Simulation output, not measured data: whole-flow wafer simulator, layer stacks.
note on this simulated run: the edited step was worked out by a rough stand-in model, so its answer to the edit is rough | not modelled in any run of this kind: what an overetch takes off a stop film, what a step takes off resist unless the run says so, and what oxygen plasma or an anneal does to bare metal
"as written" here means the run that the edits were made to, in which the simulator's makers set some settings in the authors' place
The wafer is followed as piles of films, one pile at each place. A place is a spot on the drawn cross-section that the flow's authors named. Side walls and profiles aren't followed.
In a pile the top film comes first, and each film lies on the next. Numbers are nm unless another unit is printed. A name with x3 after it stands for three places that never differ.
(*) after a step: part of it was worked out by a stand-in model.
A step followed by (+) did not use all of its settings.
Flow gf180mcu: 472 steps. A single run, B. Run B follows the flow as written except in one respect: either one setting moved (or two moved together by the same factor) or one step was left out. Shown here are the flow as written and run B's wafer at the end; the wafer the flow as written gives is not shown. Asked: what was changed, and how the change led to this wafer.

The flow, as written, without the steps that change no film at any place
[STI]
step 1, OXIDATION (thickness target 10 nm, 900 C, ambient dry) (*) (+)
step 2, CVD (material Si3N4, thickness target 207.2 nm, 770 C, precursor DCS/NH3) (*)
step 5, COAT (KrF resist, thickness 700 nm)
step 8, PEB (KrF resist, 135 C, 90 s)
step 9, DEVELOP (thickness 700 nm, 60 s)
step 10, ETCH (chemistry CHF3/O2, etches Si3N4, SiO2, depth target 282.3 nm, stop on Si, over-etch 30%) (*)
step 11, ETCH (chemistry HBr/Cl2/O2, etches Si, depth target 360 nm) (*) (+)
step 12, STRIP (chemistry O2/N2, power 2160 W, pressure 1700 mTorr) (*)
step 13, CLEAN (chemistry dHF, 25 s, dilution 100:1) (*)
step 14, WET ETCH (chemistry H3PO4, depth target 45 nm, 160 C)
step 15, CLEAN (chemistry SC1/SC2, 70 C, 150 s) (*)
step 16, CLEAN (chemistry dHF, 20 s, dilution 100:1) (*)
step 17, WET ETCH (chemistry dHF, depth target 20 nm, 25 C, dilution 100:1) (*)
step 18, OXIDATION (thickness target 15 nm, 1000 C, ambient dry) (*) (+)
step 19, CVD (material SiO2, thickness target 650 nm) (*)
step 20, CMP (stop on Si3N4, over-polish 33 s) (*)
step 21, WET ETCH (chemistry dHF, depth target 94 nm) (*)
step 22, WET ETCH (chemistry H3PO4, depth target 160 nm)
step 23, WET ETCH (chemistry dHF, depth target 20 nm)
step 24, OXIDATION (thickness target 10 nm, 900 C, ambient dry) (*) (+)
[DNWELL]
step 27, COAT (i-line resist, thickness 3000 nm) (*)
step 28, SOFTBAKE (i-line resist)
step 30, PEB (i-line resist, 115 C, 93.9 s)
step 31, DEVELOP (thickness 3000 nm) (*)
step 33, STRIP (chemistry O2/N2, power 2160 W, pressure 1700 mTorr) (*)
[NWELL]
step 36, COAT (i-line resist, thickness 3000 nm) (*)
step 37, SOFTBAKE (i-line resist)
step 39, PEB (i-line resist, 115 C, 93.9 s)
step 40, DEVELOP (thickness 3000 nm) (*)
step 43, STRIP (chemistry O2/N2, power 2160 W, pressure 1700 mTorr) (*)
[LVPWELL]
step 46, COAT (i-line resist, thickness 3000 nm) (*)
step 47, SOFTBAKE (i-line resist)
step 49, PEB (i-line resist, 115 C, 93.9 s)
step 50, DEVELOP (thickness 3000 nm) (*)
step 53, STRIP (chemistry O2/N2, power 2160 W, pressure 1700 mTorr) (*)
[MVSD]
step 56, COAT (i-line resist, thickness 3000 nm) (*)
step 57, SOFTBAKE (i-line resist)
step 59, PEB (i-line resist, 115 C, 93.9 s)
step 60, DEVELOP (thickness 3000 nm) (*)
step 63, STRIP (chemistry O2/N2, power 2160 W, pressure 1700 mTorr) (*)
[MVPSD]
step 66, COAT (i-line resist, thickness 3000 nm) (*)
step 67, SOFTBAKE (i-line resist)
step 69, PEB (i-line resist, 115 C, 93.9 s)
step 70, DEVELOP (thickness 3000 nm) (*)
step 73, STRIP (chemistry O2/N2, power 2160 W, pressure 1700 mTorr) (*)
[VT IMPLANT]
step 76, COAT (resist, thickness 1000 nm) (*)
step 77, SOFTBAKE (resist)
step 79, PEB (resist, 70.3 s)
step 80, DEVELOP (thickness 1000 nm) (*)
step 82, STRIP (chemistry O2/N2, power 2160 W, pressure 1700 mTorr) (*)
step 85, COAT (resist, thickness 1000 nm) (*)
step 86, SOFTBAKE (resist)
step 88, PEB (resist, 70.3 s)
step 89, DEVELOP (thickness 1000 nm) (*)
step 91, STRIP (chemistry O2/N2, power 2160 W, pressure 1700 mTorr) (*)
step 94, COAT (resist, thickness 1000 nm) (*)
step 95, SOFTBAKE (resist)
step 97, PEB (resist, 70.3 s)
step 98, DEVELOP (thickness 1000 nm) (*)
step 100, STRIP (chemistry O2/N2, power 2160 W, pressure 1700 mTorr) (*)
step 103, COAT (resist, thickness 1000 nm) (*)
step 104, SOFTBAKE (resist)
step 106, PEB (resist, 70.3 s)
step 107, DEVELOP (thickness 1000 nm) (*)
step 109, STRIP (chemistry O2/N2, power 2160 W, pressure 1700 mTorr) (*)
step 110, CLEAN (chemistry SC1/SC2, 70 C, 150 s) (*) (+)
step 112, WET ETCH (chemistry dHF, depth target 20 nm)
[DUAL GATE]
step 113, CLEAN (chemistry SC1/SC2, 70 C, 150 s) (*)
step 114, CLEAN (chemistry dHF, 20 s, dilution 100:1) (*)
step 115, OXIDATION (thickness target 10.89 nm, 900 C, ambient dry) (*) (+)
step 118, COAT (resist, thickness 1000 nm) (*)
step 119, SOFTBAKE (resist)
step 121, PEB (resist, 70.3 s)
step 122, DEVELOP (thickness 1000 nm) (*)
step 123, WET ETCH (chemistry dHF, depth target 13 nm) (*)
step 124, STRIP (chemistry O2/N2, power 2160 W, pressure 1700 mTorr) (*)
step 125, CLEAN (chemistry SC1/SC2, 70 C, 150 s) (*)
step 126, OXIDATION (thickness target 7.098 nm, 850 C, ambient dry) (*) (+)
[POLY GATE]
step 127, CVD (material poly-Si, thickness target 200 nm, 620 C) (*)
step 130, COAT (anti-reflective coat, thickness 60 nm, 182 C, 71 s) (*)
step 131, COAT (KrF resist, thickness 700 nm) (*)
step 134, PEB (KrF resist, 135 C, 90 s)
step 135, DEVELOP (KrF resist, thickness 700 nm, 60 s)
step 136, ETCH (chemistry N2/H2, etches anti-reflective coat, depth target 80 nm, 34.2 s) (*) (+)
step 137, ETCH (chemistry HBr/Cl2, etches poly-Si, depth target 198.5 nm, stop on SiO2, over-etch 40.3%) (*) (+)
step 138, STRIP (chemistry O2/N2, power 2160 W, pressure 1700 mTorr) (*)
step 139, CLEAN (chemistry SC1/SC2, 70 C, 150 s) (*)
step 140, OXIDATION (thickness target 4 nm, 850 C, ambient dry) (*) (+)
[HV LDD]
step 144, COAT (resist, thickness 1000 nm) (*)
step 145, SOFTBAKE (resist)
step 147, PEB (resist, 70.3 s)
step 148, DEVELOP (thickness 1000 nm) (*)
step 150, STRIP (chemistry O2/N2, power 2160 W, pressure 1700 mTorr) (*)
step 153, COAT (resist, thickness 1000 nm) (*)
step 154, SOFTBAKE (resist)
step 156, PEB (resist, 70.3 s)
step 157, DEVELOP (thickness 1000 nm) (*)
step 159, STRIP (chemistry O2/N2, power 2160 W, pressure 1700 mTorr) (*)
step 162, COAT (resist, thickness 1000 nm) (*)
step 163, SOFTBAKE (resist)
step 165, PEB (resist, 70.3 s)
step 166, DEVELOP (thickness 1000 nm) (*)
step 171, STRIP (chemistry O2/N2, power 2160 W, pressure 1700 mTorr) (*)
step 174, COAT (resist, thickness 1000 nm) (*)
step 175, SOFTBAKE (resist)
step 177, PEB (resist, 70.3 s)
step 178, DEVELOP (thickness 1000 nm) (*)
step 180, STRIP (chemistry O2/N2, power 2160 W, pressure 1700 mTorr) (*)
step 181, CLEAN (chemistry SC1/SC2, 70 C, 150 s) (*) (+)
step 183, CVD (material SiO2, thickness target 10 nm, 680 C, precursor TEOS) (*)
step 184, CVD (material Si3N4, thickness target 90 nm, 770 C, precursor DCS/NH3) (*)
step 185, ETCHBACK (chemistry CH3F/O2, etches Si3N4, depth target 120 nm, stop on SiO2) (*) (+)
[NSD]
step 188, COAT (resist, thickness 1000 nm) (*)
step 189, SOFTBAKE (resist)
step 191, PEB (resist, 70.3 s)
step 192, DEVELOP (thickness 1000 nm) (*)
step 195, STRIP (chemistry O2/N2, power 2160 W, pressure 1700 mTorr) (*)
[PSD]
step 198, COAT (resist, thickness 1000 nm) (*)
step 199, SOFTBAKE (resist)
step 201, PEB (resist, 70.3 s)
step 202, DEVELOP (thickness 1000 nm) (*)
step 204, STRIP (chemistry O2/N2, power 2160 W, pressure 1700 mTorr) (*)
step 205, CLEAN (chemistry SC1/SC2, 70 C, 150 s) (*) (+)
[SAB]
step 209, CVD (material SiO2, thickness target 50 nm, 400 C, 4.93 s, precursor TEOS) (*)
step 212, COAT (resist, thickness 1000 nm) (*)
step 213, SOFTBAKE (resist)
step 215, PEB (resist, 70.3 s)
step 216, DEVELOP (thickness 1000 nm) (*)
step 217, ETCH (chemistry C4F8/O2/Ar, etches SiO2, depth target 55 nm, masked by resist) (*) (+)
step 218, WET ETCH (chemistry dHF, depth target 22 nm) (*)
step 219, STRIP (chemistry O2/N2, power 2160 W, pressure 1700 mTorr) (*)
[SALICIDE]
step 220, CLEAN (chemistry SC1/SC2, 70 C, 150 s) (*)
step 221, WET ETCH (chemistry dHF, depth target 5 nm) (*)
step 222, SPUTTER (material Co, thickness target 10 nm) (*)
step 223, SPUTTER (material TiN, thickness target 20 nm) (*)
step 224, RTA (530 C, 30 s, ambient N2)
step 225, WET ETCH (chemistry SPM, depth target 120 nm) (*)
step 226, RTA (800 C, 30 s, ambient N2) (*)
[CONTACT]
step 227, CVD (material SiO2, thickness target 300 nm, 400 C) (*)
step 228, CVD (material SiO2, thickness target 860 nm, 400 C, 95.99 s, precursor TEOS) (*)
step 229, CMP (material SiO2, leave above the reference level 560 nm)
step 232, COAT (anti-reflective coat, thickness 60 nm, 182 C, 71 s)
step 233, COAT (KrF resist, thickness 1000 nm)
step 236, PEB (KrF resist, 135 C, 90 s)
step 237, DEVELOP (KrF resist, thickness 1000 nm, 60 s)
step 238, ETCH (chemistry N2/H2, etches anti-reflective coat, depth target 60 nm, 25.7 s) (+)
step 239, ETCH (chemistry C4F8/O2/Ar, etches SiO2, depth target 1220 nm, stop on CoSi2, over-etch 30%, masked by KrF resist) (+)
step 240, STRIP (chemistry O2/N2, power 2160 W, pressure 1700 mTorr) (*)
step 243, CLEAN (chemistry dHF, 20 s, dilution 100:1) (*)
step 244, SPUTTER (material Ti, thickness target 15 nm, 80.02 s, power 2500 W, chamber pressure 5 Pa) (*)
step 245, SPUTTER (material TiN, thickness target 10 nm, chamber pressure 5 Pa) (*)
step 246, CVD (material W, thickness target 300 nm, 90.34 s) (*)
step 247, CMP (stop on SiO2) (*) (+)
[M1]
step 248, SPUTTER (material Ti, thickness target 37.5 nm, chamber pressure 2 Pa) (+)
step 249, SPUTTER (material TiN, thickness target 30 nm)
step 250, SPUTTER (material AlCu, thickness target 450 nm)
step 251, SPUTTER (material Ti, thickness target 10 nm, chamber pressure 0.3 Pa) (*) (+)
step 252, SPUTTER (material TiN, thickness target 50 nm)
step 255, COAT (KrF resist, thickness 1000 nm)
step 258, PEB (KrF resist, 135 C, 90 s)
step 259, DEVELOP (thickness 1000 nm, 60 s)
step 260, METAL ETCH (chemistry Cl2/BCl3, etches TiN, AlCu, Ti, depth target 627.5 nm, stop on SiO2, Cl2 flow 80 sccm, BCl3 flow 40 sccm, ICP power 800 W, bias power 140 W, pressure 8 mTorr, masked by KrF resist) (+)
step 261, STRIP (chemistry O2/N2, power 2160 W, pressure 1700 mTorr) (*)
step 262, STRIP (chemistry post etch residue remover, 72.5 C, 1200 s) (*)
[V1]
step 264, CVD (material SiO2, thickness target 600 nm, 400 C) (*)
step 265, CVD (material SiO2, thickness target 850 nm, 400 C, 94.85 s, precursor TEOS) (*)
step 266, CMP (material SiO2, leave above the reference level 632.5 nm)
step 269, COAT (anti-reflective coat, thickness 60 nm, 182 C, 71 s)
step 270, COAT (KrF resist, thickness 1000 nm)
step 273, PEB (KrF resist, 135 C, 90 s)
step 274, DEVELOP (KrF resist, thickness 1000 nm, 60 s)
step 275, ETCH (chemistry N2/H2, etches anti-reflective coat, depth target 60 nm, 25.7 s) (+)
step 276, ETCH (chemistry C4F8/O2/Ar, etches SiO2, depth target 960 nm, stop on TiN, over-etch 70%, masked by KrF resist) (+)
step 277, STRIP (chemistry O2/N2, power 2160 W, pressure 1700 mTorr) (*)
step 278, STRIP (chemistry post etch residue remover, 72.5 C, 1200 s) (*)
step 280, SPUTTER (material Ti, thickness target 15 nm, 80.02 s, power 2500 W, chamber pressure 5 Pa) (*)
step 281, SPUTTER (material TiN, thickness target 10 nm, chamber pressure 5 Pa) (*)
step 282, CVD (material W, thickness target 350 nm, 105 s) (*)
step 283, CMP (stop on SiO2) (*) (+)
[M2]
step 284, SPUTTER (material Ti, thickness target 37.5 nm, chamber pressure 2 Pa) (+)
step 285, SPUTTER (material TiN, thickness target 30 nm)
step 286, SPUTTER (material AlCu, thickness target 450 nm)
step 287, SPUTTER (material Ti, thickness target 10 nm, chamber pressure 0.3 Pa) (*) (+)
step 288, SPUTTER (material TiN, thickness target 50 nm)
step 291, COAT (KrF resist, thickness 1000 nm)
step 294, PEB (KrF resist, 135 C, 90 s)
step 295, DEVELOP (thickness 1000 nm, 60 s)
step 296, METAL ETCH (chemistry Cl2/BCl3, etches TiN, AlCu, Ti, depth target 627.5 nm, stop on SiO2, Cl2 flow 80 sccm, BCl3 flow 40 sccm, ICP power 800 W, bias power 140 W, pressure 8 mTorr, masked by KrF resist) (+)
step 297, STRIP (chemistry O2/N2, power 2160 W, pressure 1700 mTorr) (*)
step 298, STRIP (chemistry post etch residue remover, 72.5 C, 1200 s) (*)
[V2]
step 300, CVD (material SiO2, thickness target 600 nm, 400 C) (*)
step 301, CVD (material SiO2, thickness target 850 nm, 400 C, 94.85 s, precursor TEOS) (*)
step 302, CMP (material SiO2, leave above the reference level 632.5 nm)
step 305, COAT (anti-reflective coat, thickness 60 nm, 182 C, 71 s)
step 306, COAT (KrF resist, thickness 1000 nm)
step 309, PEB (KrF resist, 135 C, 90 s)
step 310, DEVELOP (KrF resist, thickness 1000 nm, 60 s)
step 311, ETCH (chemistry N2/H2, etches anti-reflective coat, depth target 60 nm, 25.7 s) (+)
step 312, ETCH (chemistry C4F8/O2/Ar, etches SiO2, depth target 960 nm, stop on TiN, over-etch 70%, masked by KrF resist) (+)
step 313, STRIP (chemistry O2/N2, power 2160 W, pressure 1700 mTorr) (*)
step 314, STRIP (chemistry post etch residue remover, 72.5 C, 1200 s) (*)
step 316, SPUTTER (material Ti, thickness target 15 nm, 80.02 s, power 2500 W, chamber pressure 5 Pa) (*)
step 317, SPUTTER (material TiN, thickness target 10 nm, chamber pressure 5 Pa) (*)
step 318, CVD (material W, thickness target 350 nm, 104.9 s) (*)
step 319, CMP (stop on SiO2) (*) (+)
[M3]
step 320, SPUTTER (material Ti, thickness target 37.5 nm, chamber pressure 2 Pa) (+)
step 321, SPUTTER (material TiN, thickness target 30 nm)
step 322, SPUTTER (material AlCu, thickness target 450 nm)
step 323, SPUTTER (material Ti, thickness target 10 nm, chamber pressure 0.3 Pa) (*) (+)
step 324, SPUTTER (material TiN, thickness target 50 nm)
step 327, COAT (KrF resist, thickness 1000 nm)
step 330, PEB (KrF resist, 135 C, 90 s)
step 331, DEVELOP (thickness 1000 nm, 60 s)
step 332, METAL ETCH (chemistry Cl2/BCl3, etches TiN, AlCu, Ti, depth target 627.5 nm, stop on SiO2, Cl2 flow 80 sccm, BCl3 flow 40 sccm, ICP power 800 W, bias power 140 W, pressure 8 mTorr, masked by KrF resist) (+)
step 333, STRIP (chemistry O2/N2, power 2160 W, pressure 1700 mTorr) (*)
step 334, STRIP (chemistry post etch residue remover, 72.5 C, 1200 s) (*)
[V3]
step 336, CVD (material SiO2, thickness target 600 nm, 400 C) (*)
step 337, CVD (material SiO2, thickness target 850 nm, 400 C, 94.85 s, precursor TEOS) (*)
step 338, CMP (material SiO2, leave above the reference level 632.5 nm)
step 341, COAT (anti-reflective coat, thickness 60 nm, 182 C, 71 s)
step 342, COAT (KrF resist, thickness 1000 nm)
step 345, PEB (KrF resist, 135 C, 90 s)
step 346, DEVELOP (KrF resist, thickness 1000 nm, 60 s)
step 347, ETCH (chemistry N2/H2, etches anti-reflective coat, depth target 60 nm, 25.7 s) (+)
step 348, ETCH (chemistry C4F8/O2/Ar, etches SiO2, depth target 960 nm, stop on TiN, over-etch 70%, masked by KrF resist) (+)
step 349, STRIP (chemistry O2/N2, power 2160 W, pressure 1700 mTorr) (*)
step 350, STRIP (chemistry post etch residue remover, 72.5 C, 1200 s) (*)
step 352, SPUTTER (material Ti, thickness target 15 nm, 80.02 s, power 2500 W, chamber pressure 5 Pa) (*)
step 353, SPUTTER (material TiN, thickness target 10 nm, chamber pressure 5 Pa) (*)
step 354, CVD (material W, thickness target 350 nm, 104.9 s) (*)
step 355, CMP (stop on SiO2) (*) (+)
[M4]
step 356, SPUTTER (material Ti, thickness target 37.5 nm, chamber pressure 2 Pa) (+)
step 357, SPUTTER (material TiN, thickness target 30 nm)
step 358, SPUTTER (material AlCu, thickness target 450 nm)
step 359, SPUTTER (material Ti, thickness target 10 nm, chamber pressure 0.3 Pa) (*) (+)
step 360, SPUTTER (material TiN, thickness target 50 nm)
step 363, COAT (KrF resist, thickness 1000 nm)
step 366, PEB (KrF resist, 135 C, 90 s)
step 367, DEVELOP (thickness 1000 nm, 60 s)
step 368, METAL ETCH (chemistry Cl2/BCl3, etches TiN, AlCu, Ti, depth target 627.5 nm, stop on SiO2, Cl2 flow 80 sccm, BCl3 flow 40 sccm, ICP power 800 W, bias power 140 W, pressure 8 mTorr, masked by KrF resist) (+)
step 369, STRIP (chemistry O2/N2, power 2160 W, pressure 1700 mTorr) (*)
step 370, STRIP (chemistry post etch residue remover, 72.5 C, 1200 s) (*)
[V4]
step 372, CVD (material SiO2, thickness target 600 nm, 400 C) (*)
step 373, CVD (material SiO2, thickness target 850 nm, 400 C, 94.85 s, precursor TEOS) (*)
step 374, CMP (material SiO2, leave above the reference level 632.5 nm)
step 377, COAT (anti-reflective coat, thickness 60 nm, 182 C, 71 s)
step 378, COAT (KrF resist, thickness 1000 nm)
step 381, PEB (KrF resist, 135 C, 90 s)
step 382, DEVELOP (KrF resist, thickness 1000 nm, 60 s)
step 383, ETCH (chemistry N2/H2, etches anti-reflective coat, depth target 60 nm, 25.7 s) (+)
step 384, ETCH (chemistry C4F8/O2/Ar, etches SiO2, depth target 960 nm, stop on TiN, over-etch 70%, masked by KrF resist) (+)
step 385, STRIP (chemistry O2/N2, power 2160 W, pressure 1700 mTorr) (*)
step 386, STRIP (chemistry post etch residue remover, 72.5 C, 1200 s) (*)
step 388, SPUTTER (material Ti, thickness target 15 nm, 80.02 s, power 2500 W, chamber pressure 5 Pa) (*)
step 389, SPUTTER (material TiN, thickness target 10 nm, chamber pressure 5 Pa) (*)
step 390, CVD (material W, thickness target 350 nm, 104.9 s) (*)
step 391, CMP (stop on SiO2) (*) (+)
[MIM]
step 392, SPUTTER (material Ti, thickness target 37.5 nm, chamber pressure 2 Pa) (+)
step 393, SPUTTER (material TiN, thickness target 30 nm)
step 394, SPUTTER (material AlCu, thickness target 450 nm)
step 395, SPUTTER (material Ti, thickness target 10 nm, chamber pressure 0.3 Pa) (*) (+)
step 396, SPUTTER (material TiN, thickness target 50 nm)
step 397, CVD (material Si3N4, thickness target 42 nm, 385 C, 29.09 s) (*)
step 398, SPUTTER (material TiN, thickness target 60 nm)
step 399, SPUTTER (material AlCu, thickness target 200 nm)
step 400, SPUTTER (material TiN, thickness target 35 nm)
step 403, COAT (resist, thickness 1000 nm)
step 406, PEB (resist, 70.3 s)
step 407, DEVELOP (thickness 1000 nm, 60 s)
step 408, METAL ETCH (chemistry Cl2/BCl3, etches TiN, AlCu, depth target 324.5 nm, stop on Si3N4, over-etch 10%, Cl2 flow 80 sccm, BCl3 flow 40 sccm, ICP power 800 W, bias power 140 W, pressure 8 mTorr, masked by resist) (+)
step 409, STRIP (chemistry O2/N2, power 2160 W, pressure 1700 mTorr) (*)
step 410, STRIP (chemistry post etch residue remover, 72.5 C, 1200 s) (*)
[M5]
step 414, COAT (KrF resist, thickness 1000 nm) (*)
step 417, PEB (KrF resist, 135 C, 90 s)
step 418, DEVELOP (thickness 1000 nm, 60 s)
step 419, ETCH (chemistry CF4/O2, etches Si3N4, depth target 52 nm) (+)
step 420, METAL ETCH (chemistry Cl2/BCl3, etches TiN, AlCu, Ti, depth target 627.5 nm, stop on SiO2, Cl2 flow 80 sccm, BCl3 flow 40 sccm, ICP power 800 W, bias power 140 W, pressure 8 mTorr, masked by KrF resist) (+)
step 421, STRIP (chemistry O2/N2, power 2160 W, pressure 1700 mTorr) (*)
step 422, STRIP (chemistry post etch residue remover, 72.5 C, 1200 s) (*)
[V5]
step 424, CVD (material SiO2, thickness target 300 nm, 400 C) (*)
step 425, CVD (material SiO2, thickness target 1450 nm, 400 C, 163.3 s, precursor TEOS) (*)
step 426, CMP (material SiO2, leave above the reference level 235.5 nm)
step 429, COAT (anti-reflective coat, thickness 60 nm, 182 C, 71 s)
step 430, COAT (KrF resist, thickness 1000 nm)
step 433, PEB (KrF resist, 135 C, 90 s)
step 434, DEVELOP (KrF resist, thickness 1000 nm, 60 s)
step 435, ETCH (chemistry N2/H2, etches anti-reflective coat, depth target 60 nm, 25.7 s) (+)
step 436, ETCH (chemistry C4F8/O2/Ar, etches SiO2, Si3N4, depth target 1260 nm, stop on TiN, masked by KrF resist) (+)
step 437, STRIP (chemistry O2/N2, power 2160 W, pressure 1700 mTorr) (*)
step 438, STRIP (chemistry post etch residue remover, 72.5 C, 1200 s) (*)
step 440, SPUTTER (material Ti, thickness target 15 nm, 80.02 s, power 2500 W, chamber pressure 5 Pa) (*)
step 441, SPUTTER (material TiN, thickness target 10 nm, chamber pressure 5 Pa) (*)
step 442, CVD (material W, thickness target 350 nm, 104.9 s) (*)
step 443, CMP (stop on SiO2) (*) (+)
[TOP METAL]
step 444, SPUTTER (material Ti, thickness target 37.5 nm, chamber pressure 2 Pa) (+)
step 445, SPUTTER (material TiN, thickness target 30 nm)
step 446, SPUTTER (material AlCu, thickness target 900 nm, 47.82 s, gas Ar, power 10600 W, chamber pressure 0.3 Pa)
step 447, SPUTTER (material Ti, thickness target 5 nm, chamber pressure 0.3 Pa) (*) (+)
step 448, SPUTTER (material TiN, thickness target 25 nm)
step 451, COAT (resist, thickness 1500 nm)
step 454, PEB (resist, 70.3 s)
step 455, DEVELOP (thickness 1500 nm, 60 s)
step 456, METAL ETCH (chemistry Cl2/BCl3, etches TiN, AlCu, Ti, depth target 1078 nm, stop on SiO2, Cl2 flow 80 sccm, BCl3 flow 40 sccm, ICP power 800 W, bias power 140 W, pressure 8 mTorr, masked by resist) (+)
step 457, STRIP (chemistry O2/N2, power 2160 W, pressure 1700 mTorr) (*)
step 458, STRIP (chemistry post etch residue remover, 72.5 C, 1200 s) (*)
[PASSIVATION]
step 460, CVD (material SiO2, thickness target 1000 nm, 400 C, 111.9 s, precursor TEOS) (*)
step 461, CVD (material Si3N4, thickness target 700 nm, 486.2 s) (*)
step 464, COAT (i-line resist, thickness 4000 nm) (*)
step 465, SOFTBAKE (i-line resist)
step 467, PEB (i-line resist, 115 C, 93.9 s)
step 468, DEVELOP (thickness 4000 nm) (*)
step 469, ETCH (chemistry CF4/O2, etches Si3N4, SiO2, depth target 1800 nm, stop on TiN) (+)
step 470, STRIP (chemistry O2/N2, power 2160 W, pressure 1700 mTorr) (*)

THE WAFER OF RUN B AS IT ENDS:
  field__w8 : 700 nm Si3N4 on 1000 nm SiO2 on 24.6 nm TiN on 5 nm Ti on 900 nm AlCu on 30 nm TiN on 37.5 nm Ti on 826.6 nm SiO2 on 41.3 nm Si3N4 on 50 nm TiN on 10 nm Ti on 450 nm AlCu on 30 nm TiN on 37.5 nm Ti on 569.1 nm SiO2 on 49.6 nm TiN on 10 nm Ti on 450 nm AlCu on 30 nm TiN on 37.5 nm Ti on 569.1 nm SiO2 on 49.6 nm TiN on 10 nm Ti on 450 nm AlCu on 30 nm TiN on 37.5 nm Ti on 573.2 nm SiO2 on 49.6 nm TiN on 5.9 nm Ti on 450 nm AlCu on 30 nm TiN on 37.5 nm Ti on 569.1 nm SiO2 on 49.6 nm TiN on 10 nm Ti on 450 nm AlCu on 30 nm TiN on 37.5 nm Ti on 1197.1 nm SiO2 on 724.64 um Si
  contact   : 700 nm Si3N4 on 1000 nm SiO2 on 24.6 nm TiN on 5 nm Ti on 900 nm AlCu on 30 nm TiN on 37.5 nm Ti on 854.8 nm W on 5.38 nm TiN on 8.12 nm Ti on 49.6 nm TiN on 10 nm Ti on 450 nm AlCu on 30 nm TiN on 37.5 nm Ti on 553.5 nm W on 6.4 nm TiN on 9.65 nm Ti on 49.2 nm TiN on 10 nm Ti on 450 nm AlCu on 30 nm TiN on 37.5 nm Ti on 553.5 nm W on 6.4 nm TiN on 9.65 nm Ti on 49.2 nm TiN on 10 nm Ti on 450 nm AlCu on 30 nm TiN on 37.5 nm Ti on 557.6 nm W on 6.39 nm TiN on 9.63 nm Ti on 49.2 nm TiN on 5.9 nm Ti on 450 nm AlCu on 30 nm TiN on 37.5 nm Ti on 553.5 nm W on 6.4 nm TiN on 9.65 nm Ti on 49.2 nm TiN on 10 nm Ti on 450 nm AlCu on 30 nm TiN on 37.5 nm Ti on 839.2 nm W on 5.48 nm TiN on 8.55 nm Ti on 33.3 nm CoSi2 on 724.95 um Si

What caused this: step 287, SPUTTER: thickness target 5.9 nm was run, while the flow as written has thickness target 10 nm.
One can read it off the wafer: field__w8 has Ti 5.9, and step 287 as written asks for 10 nm.

How this came from the change, step by step:
  step 287, SPUTTER (material Ti, thickness target 10 nm, chamber pressure 0.3 Pa) (*) (+)
      field, field__w1, field__w2 and 108 more: +5.9 Ti (new film) (in the flow as written it would be: +10 Ti (new film))
  step 296, METAL ETCH (chemistry Cl2/BCl3, etches TiN, AlCu, Ti, depth target 627.5 nm, stop on SiO2, Cl2 flow 80 sccm, BCl3 flow 40 sccm, ICP power 800 W, bias power 140 W, pressure 8 mTorr, masked by KrF resist) (+)
      field, field__w1, field__w2 and 103 more: -50 TiN (all of it), -5.9 Ti (all of it), -450 AlCu (all of it), -30 TiN (all of it), -37.5 Ti (all of it) (in the flow as written it would be: -50 TiN (all of it), -10 Ti (all of it), -450 AlCu (all of it), -30 TiN (all of it), -37.5 Ti (all of it))
